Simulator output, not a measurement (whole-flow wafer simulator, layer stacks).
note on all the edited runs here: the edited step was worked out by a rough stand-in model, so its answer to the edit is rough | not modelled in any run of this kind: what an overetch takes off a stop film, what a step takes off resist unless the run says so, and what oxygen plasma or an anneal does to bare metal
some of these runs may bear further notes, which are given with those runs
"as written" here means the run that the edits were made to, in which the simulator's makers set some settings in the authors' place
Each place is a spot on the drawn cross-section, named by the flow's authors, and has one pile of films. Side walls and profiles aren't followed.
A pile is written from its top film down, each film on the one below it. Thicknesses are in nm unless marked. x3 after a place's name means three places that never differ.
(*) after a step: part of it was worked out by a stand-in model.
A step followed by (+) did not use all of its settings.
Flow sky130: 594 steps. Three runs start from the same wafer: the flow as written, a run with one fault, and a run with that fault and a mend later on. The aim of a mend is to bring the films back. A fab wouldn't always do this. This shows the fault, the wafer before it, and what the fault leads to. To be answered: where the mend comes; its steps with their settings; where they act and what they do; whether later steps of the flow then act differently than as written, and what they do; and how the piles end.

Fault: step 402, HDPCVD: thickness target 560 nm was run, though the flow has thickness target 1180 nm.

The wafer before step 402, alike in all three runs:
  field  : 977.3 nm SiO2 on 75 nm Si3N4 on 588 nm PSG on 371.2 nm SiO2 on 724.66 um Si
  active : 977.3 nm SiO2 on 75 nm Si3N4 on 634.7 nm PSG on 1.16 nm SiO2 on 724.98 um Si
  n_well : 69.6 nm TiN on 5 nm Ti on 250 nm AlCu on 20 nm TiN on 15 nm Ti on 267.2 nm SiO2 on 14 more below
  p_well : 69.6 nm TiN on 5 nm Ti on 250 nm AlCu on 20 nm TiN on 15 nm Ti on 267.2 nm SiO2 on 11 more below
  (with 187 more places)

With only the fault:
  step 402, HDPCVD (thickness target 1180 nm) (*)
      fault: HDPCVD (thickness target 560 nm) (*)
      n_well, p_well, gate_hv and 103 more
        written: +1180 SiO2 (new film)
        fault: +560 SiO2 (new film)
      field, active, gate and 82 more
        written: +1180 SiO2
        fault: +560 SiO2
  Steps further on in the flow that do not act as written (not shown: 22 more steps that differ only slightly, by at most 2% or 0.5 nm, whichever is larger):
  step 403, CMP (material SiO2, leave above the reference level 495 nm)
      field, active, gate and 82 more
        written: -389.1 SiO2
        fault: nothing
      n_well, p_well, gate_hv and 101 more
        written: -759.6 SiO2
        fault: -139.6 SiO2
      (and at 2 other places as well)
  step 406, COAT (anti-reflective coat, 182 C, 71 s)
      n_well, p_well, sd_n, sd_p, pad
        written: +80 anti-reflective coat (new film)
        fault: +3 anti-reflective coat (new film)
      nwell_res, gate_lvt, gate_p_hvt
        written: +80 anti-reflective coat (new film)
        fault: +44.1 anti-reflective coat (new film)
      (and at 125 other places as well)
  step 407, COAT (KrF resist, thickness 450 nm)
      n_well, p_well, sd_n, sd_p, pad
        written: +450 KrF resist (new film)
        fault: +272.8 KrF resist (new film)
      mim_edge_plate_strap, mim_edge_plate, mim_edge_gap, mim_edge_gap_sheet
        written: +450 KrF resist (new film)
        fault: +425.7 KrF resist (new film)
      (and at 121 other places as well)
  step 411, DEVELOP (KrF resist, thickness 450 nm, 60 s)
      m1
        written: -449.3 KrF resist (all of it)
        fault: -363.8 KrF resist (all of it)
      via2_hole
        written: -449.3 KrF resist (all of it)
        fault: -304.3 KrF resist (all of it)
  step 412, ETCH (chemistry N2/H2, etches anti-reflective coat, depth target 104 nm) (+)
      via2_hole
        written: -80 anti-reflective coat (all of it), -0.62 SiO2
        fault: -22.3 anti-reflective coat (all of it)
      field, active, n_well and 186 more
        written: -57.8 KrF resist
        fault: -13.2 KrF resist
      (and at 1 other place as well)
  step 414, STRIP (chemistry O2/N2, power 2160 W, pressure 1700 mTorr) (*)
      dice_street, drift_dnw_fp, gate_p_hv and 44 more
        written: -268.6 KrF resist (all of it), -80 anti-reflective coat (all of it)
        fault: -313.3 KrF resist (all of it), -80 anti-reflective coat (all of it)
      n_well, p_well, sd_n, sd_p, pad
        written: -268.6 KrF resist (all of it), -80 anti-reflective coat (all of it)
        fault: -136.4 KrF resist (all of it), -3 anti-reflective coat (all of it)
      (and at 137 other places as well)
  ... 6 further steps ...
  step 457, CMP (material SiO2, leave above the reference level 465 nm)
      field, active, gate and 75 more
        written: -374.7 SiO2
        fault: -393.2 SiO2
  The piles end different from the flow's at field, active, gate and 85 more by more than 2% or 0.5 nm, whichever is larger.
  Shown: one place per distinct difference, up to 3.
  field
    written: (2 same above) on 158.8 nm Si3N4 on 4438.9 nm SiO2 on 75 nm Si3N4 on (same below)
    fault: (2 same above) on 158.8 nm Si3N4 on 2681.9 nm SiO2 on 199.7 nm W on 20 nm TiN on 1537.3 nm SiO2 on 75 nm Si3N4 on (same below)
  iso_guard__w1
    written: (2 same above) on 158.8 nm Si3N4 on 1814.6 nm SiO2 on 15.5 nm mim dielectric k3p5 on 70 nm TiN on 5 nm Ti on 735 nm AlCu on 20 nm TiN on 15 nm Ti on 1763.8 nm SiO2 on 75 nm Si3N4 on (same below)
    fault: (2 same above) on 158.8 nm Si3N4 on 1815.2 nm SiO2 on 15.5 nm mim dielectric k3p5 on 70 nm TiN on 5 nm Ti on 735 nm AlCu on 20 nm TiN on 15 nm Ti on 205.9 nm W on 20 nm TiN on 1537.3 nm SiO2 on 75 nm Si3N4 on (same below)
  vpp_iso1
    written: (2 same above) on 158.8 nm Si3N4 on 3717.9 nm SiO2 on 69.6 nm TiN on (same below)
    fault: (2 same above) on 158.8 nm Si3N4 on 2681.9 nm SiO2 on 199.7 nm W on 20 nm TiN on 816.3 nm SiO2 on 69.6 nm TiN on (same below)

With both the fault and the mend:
  The mend stands after step 402.
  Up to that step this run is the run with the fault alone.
  step 402a, HDPCVD (thickness target 620 nm) (*) (a further turn of the flow's step 402, with different settings)
      field, active, n_well and 188 more
        +620 SiO2
  Later steps of the flow that are run all act as written at every place that is followed, up to a difference of at most 2% or 0.5 nm, whichever is larger.
  By the end, the piles equal the flow's at every place that both follow.
